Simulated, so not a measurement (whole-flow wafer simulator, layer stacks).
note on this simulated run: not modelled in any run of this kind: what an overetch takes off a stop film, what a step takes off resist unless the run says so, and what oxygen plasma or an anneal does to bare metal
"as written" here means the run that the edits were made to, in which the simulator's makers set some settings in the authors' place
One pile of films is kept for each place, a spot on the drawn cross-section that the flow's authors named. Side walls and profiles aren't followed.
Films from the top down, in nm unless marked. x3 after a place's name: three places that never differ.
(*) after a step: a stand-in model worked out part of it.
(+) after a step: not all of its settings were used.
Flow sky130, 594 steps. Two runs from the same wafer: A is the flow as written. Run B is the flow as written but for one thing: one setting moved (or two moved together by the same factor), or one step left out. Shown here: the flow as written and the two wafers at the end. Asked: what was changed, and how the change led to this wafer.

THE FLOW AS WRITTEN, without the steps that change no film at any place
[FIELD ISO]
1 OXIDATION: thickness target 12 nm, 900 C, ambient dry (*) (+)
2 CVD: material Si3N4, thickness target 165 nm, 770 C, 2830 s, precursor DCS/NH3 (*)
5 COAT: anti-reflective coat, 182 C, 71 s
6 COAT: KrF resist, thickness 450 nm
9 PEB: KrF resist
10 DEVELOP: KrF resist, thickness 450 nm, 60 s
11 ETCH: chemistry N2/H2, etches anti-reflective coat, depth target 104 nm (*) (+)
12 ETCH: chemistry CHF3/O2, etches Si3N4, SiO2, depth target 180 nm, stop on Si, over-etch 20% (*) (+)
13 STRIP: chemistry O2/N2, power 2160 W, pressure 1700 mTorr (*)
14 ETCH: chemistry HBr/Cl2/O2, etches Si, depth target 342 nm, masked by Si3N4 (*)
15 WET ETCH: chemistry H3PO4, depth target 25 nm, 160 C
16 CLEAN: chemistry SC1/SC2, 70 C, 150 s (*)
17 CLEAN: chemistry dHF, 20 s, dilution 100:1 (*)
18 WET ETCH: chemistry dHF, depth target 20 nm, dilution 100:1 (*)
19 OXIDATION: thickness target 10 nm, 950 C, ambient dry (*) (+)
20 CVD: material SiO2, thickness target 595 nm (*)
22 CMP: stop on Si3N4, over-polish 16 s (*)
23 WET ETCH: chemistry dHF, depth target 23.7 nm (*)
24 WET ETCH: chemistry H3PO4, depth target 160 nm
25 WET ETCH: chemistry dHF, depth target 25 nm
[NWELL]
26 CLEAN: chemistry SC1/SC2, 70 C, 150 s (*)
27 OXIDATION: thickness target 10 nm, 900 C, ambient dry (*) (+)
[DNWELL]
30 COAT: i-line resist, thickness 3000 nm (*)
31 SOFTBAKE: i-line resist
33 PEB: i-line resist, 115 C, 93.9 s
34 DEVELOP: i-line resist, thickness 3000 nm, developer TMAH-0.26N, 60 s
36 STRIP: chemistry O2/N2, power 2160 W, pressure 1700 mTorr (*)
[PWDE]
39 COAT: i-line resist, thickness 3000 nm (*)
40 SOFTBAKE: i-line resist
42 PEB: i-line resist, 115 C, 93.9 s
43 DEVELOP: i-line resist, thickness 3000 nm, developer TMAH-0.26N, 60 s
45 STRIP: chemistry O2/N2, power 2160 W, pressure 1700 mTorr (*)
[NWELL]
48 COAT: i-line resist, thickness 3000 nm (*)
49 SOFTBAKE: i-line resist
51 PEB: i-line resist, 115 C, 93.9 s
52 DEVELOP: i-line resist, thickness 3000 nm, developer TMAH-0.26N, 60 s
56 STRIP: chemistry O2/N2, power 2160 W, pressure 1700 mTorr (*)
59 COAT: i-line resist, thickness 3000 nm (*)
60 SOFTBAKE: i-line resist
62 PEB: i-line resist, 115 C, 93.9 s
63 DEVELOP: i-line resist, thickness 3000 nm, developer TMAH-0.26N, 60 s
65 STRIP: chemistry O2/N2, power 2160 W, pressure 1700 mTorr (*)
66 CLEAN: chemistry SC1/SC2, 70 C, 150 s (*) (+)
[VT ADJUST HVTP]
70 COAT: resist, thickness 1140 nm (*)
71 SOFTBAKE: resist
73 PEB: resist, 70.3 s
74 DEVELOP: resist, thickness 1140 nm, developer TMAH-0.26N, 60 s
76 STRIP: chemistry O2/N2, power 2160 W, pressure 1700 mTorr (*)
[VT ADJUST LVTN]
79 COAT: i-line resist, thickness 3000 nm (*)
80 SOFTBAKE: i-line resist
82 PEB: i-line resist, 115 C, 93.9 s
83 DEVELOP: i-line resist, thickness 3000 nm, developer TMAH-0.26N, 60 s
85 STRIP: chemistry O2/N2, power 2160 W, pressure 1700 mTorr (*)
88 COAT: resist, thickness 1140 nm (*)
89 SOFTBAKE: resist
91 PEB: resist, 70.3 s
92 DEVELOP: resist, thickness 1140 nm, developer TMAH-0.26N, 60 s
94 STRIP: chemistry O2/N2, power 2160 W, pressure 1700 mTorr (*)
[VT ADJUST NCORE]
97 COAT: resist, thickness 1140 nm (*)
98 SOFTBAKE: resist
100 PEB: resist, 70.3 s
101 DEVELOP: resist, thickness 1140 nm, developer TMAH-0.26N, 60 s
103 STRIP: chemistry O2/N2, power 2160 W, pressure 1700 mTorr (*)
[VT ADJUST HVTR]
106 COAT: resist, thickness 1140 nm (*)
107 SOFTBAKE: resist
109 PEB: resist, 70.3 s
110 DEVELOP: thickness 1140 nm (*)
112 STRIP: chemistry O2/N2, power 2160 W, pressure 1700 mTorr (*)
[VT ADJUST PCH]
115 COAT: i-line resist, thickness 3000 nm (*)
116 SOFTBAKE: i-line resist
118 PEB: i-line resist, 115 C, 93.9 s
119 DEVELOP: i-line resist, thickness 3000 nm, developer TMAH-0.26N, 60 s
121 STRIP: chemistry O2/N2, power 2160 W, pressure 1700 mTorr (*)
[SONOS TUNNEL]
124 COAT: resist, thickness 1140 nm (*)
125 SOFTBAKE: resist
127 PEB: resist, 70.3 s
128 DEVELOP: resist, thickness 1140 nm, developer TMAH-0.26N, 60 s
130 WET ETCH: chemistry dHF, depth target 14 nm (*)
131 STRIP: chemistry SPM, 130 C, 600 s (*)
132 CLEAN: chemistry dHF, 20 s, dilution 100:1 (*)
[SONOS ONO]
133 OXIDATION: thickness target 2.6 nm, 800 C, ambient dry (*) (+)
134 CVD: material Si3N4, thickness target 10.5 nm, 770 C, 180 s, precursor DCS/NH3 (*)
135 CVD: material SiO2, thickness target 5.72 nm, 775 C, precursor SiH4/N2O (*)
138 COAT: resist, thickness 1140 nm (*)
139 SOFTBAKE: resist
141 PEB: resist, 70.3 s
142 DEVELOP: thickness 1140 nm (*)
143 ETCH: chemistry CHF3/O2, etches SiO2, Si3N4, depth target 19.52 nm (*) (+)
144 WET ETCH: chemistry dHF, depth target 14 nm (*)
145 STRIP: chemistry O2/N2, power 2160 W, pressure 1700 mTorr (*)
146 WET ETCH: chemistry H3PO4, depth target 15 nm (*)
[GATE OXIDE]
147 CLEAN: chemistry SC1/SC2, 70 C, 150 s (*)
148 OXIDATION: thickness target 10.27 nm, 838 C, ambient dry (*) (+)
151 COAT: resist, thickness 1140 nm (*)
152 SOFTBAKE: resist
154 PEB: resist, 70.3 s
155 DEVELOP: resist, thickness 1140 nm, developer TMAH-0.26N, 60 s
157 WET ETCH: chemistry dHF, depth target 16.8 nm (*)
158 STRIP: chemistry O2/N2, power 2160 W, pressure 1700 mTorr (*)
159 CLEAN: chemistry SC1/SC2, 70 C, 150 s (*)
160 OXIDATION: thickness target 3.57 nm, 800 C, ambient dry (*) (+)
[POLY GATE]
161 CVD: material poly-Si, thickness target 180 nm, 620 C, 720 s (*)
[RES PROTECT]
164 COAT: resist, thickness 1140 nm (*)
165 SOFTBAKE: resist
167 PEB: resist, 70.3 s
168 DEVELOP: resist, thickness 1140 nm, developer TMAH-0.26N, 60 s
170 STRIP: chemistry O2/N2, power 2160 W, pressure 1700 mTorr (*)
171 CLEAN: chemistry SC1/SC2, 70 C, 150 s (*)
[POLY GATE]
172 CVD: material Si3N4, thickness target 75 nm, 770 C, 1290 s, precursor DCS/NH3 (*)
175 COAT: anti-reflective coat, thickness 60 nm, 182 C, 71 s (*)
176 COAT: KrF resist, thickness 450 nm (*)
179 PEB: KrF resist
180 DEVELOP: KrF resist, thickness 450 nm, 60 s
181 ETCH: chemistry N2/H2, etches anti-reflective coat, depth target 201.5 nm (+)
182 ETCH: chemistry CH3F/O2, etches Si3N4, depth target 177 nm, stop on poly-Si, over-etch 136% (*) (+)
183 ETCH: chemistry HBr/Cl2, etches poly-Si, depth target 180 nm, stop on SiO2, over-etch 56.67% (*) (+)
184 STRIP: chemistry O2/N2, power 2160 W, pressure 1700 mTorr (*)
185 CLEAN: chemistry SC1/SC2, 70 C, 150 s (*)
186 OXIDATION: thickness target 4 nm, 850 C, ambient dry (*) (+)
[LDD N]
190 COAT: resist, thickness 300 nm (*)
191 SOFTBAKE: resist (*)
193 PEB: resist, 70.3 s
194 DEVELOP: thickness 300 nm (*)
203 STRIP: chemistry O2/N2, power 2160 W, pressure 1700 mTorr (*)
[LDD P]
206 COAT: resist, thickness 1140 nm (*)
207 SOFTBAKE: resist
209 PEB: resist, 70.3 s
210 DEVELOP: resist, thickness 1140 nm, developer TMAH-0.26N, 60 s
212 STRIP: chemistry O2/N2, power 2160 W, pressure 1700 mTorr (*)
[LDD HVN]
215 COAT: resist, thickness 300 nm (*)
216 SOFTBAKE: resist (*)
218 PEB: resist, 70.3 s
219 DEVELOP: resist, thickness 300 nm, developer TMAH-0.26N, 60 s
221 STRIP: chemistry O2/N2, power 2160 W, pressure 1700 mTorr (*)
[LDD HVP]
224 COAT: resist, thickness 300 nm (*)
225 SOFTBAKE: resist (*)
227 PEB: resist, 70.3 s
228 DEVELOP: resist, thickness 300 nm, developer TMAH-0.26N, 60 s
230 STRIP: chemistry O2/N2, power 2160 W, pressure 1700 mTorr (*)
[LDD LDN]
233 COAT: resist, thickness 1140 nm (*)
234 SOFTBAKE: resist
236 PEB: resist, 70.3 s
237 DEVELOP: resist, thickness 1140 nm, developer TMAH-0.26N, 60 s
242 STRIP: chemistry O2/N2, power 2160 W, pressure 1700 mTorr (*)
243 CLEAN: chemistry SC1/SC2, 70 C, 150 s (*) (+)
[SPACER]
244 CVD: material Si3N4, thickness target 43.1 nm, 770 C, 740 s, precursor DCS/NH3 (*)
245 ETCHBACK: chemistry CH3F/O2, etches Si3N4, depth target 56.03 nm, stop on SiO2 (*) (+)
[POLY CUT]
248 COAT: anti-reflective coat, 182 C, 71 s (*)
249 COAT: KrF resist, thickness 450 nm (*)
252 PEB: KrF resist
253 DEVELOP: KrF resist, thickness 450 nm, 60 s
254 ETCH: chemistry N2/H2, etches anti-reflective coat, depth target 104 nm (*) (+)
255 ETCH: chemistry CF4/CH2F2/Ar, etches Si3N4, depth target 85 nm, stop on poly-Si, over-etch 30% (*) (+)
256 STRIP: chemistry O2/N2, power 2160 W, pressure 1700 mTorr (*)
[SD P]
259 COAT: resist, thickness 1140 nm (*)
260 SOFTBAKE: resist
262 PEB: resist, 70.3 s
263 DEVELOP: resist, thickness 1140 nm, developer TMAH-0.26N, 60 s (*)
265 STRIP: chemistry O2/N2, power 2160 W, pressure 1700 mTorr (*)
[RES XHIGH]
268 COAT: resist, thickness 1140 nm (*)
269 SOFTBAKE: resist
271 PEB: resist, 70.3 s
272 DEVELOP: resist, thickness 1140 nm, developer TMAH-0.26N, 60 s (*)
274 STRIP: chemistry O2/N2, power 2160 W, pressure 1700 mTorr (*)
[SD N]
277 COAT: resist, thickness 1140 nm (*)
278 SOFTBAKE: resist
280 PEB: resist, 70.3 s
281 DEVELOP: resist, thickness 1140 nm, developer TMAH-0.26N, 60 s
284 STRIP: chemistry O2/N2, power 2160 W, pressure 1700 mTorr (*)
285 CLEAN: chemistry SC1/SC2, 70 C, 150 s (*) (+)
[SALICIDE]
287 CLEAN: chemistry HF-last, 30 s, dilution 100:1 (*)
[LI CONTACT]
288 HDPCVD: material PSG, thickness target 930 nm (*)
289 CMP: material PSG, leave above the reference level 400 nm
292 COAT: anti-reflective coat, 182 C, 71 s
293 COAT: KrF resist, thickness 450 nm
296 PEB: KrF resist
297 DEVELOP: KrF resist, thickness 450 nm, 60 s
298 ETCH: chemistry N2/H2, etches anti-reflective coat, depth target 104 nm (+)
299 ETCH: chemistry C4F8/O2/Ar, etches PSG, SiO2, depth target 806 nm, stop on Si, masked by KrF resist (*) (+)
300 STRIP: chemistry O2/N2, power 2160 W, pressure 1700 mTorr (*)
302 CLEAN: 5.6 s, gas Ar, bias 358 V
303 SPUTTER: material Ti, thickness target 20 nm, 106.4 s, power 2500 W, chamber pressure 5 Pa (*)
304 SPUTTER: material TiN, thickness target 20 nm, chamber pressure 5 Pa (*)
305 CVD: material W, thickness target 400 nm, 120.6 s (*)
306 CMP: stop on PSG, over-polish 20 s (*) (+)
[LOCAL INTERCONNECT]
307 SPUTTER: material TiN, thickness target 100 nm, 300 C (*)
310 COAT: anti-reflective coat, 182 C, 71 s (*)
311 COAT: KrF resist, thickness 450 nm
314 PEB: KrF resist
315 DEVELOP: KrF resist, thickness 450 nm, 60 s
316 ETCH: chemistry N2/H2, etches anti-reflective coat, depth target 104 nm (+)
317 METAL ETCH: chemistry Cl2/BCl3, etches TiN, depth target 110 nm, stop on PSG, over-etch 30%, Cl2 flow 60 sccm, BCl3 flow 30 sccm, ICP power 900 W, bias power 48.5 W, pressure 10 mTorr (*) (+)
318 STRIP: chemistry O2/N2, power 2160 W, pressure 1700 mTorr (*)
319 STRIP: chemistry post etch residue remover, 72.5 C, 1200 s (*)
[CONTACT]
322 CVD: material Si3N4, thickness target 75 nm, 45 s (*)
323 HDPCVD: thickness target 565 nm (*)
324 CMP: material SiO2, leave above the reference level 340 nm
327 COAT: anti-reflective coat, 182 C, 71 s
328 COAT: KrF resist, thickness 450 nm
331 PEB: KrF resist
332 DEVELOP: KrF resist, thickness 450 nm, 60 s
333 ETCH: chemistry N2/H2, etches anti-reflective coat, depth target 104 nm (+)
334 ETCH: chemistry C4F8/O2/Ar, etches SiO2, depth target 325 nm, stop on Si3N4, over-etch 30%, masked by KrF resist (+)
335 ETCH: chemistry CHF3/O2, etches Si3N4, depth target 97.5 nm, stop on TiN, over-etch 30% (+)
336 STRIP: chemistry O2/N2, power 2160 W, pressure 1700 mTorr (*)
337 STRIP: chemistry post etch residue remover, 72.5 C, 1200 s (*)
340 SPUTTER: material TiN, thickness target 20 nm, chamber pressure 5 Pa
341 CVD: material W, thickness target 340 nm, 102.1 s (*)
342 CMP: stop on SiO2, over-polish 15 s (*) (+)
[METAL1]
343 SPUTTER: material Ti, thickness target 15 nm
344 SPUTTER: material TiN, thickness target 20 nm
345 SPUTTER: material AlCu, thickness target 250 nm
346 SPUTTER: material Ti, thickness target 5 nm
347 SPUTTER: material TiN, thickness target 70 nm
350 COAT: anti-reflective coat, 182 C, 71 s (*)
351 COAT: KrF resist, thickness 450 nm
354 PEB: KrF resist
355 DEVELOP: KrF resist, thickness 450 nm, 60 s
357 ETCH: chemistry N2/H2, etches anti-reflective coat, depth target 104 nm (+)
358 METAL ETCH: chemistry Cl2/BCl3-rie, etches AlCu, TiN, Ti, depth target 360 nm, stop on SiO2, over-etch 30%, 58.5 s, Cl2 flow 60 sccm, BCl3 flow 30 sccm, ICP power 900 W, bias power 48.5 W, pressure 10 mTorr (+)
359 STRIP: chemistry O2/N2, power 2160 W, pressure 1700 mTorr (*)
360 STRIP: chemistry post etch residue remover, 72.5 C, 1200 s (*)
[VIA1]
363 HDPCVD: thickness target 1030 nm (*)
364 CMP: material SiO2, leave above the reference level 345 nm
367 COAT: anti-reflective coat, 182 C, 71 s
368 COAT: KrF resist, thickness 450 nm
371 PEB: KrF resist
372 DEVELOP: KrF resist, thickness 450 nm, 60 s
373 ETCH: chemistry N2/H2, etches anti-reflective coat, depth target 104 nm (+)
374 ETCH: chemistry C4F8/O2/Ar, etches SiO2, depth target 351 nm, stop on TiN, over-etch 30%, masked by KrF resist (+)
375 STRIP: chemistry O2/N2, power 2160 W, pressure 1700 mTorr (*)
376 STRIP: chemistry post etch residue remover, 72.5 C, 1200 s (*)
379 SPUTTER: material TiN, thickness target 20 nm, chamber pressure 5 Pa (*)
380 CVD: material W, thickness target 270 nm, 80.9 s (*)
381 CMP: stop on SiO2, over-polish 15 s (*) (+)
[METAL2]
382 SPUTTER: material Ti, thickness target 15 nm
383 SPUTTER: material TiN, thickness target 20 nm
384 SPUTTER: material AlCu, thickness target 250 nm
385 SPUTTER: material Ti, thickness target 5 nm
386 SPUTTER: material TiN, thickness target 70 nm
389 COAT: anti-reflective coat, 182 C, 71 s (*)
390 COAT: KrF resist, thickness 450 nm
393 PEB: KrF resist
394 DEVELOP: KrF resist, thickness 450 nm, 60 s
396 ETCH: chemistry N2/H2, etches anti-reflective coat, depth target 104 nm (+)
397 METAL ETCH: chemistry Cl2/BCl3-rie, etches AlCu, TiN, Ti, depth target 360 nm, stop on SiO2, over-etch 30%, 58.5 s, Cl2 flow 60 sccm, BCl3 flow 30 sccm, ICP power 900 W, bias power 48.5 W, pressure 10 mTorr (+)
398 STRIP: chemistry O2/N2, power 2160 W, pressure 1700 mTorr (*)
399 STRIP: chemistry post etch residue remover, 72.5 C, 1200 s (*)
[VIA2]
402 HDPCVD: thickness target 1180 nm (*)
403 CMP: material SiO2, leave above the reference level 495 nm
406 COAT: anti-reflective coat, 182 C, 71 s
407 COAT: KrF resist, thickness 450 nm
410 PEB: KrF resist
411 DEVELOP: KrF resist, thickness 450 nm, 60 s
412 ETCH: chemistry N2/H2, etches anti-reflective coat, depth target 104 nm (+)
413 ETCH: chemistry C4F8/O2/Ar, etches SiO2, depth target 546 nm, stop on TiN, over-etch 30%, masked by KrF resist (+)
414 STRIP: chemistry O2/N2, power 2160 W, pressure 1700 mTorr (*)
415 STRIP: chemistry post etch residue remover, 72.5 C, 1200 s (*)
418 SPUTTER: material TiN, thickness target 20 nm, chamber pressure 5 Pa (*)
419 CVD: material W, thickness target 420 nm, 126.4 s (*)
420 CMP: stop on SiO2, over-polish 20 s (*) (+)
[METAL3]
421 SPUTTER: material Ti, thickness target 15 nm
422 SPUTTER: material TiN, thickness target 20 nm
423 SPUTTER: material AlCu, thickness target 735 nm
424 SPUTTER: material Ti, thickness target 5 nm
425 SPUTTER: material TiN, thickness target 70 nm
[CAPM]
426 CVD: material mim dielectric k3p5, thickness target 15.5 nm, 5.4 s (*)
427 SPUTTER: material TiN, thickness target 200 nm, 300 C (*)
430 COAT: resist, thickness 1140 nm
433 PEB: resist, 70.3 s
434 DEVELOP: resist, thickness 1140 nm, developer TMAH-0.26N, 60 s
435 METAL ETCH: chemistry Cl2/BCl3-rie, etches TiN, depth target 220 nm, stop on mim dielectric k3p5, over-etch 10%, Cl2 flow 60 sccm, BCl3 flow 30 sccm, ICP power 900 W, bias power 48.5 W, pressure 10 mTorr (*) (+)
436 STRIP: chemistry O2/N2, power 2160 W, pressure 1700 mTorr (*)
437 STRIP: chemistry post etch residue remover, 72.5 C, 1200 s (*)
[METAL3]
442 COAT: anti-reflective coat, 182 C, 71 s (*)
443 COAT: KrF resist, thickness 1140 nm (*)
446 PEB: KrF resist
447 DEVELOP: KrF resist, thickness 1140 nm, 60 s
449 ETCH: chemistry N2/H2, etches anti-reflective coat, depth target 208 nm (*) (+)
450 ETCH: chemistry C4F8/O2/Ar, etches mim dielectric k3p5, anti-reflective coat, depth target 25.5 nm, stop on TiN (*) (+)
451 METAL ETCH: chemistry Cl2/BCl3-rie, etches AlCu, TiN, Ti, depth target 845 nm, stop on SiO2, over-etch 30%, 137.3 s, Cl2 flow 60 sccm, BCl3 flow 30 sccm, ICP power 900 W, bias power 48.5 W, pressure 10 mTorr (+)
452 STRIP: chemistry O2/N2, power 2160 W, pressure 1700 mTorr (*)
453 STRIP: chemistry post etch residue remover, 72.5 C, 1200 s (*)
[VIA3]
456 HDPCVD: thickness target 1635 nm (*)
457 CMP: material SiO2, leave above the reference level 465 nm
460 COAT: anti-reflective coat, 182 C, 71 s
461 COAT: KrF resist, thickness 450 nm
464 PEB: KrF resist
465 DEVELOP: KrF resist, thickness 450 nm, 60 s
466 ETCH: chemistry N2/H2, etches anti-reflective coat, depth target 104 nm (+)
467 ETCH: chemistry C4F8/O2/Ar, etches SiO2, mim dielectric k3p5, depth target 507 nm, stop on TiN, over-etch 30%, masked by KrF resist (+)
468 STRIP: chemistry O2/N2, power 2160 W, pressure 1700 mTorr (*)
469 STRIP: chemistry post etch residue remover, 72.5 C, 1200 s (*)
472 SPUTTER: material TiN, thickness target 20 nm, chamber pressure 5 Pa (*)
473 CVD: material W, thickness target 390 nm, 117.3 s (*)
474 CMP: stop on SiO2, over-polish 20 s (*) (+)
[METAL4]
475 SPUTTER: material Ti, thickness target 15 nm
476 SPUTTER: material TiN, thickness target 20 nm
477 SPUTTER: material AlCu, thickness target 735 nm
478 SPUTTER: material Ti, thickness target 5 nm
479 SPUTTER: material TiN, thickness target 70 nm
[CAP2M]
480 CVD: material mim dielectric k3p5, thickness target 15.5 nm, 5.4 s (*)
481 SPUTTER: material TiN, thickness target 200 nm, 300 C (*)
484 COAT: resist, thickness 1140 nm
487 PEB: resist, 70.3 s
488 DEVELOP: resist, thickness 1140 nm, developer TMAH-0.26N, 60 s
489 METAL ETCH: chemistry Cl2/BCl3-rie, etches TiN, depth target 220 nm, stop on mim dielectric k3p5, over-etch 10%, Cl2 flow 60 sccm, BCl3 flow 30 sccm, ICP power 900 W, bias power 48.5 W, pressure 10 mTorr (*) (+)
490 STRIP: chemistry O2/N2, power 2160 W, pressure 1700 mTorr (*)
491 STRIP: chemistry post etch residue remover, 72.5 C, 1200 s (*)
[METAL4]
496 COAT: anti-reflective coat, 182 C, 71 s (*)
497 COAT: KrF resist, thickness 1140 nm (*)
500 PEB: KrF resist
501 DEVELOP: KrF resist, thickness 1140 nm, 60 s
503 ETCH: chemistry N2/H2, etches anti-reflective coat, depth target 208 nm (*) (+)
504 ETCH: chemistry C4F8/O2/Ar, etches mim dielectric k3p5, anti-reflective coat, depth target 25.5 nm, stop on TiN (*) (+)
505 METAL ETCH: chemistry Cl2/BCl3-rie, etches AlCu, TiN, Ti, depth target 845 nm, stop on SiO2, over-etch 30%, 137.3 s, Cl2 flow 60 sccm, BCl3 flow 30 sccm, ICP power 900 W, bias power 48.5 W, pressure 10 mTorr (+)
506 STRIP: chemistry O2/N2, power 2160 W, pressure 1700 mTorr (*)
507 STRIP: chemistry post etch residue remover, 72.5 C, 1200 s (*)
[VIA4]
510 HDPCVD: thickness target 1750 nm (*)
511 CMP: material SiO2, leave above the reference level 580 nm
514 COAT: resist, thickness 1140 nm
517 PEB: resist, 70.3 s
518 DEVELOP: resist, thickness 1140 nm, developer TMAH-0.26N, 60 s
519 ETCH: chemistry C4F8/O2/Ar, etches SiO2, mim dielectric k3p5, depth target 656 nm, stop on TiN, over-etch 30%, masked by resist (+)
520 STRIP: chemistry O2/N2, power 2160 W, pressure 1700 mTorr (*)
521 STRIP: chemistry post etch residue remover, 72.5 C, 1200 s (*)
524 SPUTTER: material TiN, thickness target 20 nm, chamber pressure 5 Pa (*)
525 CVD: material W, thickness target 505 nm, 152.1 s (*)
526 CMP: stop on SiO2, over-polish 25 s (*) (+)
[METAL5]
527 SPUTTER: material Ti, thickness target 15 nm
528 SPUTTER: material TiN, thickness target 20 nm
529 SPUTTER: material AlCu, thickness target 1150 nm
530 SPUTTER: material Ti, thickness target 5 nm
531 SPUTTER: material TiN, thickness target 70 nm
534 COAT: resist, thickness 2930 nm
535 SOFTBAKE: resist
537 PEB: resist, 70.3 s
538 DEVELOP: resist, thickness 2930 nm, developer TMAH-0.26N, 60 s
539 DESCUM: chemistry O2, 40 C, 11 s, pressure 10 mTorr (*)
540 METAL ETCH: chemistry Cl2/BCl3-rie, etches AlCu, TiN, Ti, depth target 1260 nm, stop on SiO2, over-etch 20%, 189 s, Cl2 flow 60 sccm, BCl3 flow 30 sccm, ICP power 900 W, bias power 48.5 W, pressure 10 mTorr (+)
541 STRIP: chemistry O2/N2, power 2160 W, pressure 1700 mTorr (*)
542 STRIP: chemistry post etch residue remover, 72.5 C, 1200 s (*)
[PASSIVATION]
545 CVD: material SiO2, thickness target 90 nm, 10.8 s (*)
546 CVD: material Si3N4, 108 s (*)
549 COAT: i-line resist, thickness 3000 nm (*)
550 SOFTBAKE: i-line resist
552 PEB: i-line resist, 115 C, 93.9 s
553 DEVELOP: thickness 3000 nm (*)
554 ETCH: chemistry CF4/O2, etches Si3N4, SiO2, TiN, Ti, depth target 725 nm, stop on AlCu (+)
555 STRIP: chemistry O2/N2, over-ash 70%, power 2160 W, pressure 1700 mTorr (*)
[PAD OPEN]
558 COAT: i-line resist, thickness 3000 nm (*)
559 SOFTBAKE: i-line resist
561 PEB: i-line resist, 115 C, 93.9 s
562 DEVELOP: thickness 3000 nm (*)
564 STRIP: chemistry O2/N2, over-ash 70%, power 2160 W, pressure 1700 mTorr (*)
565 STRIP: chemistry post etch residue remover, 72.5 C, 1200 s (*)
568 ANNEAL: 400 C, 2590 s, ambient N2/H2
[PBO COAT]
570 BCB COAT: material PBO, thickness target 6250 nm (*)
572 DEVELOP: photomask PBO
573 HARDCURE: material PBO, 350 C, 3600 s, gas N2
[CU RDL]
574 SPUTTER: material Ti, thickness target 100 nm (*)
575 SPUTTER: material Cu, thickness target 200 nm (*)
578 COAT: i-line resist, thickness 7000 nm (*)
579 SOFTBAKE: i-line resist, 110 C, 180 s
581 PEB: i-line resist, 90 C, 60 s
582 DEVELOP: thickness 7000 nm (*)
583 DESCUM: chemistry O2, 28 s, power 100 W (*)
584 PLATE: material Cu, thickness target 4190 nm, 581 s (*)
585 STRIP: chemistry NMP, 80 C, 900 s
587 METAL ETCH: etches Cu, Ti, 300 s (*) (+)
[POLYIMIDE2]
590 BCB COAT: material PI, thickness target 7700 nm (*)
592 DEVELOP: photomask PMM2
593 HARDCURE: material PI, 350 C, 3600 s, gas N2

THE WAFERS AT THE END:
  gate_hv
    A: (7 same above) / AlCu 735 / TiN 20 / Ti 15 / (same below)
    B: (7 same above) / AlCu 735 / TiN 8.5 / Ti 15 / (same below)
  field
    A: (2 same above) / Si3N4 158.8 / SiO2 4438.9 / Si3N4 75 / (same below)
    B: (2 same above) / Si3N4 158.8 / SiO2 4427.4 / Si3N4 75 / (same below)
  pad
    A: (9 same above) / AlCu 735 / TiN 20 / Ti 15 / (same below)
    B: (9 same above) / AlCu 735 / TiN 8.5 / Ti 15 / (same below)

The cause: step 476, SPUTTER: thickness target 8.5 nm was run, where the flow has thickness target 20 nm.
It can be read off the wafer: gate_hv has TiN 8.5, and step 476 as written asks for 20 nm.

How the change led to this, step by step:
  476 SPUTTER: material TiN, thickness target 20 nm
      field, active, n_well and 189 more: A TiN +20 (new film) | B TiN +8.5 (new film)
  505 METAL ETCH: chemistry Cl2/BCl3-rie, etches AlCu, TiN, Ti, depth target 845 nm, stop on SiO2, over-etch 30%, 137.3 s, Cl2 flow 60 sccm, BCl3 flow 30 sccm, ICP power 900 W, bias power 48.5 W, pressure 10 mTorr (+)
      field, gate, spacer and 68 more: A TiN -70 (all of it), Ti -5 (all of it), AlCu -735 (all of it), TiN -20 (all of it), Ti -15 (all of it), SiO2 -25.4 | B TiN -70 (all of it), Ti -5 (all of it), AlCu -735 (all of it), TiN -8.5 (all of it), Ti -15 (all of it), SiO2 -26.5
      active, vpp_iso1, mim_edge_plate and 14 more: A TiN -70 (all of it), Ti -5 (all of it), AlCu -735 (all of it), TiN -20 (all of it), Ti -15 (all of it), SiO2 -25.3 | B TiN -70 (all of it), Ti -5 (all of it), AlCu -735 (all of it), TiN -8.5 (all of it), Ti -15 (all of it), SiO2 -26.5
  511 CMP: material SiO2, leave above the reference level 580 nm
      field, active, gate and 77 more: A SiO2 -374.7 | B SiO2 -385
      iso_guard__w1, mim_edge_gap, vpp_l1ln, vpp_m3ln, rpm_encl, via2_enc, rpm_encl_psd, iso_guard_nsd_tip: A SiO2 -374.6 | B SiO2 -385
